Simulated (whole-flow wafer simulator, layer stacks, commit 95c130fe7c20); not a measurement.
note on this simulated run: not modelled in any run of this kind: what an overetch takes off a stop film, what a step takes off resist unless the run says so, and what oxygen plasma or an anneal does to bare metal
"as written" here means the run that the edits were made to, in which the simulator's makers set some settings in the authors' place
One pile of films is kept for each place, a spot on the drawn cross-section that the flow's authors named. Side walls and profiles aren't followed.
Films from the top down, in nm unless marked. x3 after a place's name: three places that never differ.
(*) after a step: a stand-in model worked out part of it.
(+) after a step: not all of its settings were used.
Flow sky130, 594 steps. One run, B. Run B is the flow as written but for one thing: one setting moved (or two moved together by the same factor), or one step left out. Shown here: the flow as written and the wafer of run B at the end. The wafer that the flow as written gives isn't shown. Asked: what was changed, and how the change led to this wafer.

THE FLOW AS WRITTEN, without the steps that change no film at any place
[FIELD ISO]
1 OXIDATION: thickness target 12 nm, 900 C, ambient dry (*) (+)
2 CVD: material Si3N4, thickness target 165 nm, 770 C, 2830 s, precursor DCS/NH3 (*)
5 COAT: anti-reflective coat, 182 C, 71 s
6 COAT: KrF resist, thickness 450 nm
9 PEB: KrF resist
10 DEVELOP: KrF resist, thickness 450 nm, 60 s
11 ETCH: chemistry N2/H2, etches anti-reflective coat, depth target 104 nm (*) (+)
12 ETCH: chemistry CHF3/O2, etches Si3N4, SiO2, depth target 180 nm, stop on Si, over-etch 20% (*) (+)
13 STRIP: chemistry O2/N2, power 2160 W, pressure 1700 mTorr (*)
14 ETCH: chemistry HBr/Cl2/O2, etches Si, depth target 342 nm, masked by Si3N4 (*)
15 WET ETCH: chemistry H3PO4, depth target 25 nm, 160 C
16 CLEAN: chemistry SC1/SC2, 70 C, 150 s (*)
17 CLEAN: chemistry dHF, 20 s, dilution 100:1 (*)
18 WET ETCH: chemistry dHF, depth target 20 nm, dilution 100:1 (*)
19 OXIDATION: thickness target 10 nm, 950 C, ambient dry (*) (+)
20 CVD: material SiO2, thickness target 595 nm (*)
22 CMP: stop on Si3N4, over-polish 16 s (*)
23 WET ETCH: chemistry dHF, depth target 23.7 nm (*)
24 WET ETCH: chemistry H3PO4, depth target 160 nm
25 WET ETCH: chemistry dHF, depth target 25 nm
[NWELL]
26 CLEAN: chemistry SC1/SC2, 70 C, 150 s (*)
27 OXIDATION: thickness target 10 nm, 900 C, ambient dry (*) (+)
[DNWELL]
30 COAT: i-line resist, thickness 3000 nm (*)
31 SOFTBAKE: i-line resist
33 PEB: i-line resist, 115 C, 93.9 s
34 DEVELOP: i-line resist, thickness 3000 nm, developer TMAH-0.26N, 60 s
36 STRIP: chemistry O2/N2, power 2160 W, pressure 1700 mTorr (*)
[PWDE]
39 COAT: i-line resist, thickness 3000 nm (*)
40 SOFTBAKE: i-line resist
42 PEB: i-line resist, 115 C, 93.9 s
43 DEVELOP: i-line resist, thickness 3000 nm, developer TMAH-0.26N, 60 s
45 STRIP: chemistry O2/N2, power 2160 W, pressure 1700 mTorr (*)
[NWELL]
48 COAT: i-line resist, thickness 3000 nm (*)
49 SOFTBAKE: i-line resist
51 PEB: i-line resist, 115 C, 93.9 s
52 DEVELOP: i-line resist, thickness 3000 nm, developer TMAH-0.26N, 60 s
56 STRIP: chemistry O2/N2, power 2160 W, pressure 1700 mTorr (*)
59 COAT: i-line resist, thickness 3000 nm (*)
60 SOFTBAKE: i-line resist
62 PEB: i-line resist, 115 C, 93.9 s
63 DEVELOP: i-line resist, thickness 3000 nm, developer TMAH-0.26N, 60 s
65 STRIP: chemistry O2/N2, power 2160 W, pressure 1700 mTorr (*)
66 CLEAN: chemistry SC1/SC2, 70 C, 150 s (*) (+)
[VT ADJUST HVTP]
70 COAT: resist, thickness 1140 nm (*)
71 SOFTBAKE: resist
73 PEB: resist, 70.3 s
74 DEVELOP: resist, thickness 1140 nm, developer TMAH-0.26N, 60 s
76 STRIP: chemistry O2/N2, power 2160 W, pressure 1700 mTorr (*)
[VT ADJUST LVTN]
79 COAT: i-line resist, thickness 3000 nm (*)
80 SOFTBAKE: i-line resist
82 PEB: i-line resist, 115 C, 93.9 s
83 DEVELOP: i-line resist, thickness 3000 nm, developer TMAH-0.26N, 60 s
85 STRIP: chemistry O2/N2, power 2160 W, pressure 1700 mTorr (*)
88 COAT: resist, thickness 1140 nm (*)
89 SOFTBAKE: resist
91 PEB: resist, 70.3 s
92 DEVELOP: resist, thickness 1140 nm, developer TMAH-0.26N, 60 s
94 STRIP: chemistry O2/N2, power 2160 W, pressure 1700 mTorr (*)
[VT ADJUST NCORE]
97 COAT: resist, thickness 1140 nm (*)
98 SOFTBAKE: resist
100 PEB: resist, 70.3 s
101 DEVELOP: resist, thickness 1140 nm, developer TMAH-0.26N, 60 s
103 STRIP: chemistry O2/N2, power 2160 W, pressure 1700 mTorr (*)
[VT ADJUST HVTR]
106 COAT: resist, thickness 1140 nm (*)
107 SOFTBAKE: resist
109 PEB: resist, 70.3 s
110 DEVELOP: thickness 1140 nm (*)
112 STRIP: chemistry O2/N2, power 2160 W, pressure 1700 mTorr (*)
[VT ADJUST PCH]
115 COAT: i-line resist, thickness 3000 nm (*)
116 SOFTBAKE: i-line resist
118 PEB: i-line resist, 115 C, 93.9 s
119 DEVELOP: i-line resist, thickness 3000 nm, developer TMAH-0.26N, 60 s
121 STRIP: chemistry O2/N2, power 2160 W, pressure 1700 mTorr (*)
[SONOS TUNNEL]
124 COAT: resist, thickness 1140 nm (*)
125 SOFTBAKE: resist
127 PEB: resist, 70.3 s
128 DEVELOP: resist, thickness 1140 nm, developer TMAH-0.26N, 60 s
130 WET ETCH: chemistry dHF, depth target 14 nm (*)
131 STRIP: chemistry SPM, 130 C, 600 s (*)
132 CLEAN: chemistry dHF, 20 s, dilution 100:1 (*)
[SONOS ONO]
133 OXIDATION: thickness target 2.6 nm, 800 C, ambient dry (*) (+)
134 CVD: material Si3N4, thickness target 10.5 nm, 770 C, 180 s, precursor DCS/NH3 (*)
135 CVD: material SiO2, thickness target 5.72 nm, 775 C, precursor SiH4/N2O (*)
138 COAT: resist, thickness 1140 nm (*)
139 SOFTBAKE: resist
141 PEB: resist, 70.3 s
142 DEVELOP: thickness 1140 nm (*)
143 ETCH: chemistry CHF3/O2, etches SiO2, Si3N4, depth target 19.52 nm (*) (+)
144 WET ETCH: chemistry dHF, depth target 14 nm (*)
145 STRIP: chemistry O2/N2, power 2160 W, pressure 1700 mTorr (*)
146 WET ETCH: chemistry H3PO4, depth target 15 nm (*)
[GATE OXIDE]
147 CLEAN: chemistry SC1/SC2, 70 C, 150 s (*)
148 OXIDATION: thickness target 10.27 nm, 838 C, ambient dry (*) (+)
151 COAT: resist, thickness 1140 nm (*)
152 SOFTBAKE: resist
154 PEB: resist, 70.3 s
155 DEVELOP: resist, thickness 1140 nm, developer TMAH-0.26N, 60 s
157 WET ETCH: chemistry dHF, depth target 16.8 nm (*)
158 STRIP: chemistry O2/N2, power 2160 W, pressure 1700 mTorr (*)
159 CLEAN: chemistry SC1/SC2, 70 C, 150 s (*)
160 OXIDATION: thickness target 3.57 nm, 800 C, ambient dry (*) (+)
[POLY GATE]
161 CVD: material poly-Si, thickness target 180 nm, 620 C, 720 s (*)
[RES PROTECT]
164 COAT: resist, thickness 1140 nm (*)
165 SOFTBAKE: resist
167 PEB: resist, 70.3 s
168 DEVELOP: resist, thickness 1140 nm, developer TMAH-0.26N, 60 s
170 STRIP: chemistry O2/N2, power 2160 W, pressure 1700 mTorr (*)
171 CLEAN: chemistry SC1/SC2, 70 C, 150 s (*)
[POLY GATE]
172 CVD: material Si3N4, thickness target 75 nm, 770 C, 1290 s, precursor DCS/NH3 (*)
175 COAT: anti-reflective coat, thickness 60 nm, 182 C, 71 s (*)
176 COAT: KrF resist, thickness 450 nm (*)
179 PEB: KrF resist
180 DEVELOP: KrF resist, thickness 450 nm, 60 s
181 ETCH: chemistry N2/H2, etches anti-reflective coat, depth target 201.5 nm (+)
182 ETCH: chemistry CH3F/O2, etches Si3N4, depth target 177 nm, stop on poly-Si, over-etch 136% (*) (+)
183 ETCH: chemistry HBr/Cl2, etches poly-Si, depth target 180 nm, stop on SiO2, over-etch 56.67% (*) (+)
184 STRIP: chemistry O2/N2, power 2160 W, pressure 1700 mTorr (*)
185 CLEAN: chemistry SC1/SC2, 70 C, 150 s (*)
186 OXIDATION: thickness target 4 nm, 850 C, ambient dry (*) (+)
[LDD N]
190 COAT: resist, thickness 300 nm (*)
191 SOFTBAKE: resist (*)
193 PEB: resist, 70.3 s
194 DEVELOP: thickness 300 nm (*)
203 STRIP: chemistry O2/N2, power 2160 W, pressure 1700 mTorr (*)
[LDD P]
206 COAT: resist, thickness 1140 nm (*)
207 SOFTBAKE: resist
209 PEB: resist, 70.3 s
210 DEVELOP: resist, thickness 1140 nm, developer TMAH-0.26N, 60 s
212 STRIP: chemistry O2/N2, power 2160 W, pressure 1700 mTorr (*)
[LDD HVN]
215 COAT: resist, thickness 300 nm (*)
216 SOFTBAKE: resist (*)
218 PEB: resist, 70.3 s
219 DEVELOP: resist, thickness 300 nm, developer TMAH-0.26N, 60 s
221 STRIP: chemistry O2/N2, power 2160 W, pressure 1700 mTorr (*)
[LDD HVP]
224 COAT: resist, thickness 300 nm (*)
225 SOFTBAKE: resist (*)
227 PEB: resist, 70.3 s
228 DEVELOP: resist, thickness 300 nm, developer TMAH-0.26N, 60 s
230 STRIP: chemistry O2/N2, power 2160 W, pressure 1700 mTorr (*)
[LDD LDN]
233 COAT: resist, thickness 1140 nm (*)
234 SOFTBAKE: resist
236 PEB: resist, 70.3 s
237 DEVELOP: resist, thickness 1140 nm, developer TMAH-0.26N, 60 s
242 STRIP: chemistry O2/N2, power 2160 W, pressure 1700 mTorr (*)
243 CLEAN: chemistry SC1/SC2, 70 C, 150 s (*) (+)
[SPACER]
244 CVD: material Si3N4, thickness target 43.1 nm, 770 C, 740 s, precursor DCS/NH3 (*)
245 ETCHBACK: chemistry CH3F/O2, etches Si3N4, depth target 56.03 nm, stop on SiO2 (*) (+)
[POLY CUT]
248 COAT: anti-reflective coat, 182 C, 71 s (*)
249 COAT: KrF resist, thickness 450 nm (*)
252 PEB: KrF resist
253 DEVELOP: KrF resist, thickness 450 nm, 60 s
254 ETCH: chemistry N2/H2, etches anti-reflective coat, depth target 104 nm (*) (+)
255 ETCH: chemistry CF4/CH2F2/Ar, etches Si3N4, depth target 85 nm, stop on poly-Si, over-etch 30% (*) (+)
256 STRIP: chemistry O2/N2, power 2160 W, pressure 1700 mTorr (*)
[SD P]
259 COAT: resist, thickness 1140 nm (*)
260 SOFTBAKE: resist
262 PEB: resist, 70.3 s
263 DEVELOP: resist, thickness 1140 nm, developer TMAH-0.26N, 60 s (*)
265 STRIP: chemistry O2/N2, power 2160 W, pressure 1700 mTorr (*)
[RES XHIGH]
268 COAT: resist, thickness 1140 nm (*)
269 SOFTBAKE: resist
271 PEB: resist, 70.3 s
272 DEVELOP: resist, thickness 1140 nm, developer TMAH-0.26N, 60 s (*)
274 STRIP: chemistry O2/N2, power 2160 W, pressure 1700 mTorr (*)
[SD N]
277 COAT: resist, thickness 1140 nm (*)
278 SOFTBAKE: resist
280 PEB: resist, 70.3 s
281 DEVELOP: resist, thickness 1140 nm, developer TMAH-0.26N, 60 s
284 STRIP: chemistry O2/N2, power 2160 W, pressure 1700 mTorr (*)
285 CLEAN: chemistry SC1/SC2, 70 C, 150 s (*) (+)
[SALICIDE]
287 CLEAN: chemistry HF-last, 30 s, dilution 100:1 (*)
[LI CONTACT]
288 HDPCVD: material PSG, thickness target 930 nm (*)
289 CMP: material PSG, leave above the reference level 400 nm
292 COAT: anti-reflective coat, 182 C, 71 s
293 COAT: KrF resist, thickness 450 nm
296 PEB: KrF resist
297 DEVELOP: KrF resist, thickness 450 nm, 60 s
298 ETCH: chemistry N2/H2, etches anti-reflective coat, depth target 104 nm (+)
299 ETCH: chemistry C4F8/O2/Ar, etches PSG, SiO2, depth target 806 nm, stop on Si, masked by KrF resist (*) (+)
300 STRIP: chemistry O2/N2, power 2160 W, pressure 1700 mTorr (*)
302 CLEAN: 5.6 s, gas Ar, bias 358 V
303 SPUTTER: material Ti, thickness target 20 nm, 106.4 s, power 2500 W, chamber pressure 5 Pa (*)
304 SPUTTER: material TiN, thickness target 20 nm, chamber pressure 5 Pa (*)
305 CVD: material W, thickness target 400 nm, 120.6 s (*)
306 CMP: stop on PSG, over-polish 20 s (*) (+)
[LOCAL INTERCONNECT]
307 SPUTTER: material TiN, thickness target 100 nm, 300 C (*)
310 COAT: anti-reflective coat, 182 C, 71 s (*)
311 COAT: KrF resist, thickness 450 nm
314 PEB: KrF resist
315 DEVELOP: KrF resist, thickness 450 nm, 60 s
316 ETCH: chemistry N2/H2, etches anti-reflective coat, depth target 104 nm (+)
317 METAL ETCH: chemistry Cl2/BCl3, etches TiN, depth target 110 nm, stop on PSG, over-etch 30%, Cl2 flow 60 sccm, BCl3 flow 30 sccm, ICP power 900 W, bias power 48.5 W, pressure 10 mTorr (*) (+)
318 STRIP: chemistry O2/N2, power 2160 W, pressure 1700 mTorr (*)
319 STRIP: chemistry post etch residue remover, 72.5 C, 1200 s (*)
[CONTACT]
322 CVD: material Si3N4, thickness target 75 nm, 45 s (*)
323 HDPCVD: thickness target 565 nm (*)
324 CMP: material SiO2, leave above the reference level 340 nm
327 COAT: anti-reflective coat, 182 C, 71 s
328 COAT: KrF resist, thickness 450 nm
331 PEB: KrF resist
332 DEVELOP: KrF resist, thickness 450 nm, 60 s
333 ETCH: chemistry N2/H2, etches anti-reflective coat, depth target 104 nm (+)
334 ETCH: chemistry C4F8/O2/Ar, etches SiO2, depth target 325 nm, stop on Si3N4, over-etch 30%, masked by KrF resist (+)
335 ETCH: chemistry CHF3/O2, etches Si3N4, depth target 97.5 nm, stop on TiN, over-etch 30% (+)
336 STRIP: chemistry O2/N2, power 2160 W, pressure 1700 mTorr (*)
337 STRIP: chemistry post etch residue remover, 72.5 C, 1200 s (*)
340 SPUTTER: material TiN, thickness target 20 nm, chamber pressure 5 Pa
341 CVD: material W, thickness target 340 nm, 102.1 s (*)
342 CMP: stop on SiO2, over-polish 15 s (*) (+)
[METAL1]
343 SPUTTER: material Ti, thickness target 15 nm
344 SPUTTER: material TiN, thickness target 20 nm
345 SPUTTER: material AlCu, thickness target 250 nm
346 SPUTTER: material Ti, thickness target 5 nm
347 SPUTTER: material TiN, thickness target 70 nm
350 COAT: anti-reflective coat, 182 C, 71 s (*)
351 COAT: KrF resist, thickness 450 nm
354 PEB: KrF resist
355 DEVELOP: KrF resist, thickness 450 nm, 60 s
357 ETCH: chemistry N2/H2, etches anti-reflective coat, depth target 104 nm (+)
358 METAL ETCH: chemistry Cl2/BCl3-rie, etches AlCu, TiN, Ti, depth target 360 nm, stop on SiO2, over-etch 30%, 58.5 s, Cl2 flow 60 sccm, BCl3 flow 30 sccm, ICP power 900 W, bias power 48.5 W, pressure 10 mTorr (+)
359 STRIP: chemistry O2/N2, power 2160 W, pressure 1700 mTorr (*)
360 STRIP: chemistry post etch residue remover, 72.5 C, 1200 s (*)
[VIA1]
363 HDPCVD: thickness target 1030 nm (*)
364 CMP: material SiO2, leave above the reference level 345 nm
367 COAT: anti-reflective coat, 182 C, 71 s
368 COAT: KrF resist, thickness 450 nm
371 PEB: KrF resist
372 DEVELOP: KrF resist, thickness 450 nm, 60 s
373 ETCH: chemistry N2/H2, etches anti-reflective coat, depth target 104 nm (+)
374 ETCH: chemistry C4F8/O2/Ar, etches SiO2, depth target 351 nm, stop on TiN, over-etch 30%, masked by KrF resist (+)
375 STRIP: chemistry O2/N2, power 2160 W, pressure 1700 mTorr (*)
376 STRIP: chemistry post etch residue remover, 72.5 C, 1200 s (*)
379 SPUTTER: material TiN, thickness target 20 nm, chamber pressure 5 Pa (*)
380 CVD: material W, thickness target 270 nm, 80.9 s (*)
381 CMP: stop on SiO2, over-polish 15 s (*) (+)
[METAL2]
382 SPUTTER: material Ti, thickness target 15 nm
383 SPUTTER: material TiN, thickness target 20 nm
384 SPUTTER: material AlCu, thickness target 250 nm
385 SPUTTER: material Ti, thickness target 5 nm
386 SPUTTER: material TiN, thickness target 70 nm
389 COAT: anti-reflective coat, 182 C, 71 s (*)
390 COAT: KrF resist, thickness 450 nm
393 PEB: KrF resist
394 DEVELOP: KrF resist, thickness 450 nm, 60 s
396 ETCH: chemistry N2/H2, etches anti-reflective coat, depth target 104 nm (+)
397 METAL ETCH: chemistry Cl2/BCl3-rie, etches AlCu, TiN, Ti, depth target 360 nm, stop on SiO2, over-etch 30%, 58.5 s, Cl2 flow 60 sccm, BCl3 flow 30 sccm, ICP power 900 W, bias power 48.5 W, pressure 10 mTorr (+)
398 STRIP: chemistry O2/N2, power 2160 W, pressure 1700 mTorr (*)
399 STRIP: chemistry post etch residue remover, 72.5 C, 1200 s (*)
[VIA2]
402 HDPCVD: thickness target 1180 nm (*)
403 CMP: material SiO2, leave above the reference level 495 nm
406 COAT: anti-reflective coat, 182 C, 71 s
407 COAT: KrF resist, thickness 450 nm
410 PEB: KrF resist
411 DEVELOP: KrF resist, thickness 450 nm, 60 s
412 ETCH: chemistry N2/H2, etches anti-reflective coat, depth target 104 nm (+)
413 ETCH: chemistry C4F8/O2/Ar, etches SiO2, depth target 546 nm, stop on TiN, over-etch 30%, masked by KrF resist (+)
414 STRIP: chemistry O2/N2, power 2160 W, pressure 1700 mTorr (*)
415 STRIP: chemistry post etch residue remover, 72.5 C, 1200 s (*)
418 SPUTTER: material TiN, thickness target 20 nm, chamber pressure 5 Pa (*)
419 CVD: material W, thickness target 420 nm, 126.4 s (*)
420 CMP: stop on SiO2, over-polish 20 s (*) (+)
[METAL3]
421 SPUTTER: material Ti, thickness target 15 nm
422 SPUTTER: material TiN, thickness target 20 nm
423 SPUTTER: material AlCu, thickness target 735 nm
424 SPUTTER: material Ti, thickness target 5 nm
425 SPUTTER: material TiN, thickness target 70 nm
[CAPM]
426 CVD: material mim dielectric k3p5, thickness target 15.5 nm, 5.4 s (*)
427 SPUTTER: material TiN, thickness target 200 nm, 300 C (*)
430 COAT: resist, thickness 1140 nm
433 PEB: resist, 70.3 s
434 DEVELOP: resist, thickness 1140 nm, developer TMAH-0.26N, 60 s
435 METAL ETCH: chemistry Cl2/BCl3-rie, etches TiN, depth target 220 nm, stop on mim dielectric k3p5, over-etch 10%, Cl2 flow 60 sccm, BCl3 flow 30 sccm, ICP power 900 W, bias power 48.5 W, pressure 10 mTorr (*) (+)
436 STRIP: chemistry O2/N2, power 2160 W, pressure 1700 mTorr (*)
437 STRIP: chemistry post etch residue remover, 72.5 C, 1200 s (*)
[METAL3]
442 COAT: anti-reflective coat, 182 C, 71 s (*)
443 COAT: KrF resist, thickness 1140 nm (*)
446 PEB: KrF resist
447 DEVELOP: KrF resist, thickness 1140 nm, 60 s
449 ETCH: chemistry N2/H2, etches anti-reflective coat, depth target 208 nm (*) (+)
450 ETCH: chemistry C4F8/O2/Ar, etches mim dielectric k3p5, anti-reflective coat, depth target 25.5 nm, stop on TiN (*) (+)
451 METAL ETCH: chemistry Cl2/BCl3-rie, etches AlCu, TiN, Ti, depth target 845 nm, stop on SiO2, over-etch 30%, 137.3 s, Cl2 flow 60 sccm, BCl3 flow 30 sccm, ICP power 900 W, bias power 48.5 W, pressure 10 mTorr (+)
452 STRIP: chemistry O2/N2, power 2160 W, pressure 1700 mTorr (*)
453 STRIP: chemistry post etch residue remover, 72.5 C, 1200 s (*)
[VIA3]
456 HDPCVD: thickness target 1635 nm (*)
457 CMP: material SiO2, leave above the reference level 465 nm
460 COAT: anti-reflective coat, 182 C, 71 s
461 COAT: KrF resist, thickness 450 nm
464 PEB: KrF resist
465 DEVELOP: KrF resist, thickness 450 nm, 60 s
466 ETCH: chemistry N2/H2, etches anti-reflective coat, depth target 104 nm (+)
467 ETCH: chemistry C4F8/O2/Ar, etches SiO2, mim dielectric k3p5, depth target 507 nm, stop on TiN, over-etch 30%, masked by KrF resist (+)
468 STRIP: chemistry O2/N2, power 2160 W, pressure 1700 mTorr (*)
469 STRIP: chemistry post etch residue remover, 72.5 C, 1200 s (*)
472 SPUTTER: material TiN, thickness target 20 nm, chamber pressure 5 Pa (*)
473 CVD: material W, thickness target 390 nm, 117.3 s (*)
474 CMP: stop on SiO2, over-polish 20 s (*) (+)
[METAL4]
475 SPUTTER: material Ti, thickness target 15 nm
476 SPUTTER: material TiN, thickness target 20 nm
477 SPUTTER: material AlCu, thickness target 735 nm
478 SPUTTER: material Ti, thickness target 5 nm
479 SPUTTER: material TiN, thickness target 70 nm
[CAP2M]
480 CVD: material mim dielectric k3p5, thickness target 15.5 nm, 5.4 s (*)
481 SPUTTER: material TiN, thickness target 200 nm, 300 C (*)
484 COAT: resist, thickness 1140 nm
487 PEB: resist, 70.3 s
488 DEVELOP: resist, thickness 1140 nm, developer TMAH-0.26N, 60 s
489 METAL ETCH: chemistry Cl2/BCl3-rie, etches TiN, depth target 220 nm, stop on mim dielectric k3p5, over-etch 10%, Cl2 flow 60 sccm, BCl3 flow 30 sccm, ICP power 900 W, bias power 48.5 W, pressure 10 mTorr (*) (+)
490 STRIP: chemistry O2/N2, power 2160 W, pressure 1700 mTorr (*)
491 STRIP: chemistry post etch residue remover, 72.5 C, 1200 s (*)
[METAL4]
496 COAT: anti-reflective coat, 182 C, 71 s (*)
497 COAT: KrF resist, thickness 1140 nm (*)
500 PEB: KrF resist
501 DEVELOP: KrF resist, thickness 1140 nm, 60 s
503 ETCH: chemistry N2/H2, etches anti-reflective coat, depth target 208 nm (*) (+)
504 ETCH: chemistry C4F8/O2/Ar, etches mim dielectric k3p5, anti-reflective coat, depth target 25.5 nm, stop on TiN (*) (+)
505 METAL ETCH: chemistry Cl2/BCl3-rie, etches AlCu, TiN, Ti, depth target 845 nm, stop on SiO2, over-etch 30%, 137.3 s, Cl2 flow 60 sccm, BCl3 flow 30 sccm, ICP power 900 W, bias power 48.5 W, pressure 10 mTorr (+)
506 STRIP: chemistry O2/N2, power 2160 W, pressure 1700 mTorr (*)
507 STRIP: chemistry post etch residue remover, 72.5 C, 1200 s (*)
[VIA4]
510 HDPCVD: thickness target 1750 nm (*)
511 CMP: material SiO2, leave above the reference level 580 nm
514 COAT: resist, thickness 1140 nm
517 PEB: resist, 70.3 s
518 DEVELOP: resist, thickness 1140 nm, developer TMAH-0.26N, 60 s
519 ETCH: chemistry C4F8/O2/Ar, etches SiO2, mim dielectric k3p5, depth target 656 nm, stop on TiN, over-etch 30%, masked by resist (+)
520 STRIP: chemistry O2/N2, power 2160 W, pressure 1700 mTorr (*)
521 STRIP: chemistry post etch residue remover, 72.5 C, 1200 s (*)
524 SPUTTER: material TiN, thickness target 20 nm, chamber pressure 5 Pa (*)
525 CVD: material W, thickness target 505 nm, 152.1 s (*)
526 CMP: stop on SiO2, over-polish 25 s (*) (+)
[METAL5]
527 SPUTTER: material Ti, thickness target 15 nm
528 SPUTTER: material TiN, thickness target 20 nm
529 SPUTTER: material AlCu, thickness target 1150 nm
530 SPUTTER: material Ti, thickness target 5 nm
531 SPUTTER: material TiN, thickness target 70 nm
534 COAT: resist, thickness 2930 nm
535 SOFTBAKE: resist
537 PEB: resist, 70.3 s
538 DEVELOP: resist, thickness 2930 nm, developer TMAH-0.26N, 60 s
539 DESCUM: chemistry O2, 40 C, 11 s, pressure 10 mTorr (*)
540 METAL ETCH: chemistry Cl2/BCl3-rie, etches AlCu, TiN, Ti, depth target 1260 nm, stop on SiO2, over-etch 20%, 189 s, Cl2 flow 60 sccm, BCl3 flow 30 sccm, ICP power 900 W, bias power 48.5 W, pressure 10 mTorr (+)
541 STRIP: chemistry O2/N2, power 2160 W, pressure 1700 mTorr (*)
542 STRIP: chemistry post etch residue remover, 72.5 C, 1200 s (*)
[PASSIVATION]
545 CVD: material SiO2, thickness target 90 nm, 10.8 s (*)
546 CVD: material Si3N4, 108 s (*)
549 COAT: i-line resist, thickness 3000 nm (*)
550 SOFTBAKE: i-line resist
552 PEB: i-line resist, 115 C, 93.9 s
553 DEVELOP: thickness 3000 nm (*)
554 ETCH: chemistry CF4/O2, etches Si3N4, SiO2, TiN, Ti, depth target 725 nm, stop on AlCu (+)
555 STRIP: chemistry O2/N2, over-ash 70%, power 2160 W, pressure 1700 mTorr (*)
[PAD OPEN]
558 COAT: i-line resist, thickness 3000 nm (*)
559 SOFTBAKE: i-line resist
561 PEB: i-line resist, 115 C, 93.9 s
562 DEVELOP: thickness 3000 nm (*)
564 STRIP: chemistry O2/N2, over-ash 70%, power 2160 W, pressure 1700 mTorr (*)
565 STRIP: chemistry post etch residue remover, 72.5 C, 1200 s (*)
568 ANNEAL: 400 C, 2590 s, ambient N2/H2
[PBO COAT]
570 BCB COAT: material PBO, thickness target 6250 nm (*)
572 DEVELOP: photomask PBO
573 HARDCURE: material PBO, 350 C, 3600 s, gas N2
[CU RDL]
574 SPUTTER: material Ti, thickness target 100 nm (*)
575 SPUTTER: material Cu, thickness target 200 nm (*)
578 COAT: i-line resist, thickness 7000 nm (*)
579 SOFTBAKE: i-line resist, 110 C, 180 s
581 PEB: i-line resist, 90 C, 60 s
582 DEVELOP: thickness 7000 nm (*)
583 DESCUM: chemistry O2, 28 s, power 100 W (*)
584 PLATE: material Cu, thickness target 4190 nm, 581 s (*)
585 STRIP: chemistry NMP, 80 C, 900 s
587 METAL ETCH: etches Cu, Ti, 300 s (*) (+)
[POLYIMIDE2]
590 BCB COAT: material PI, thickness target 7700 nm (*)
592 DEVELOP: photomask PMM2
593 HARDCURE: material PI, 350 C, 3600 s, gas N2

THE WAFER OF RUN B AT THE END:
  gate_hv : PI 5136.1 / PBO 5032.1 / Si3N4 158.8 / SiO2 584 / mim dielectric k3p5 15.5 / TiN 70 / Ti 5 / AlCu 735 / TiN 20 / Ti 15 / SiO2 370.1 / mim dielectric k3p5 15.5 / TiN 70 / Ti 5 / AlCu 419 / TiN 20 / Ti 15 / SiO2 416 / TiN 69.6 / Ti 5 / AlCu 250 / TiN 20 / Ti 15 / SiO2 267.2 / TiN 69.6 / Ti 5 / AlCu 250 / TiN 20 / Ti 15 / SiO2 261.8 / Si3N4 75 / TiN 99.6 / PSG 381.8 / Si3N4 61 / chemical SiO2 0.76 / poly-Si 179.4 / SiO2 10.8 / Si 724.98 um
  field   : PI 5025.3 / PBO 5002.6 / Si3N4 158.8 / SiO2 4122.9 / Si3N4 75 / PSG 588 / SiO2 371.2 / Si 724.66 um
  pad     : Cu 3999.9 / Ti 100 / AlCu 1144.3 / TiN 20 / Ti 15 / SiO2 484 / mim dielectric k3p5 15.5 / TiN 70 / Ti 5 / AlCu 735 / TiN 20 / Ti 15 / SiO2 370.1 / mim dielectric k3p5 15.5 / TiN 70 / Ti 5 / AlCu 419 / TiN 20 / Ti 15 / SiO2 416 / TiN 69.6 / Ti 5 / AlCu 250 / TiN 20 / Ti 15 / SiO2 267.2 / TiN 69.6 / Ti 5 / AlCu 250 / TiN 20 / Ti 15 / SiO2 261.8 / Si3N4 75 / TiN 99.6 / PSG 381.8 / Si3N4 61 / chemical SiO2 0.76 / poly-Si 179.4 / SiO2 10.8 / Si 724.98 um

The cause: step 423, SPUTTER: thickness target 419 nm was run, where the flow has thickness target 735 nm.
It can be read off the wafer: gate_hv has AlCu 419, and step 423 as written asks for 735 nm.

How the change led to this, step by step:
  423 SPUTTER: material AlCu, thickness target 735 nm
      field, active, n_well and 188 more: AlCu +419 (new film) (as written it would be: AlCu +735 (new film))
  451 METAL ETCH: chemistry Cl2/BCl3-rie, etches AlCu, TiN, Ti, depth target 845 nm, stop on SiO2, over-etch 30%, 137.3 s, Cl2 flow 60 sccm, BCl3 flow 30 sccm, ICP power 900 W, bias power 48.5 W, pressure 10 mTorr (+)
      field, gate, spacer and 66 more: TiN -70 (all of it), Ti -5 (all of it), AlCu -419 (all of it), TiN -20 (all of it), Ti -15 (all of it), SiO2 -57 (as written it would be: TiN -70 (all of it), Ti -5 (all of it), AlCu -735 (all of it), TiN -20 (all of it), Ti -15 (all of it), SiO2 -25.4)
      vpp_ln, vpp_iso2, ndiff_ln and 8 more: TiN -70 (all of it), Ti -5 (all of it), AlCu -419 (all of it), TiN -20 (all of it), Ti -15 (all of it), SiO2 -56.9 (as written it would be: TiN -70 (all of it), Ti -5 (all of it), AlCu -735 (all of it), TiN -20 (all of it), Ti -15 (all of it), SiO2 -25.3)
      (and at 5 more places)
  457 CMP: material SiO2, leave above the reference level 465 nm
      field, gate, spacer and 61 more: SiO2 -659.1 (as written it would be: SiO2 -374.7)
      active, vpp_ln, vpp_iso1 and 18 more: SiO2 -659 (as written it would be: SiO2 -374.7)
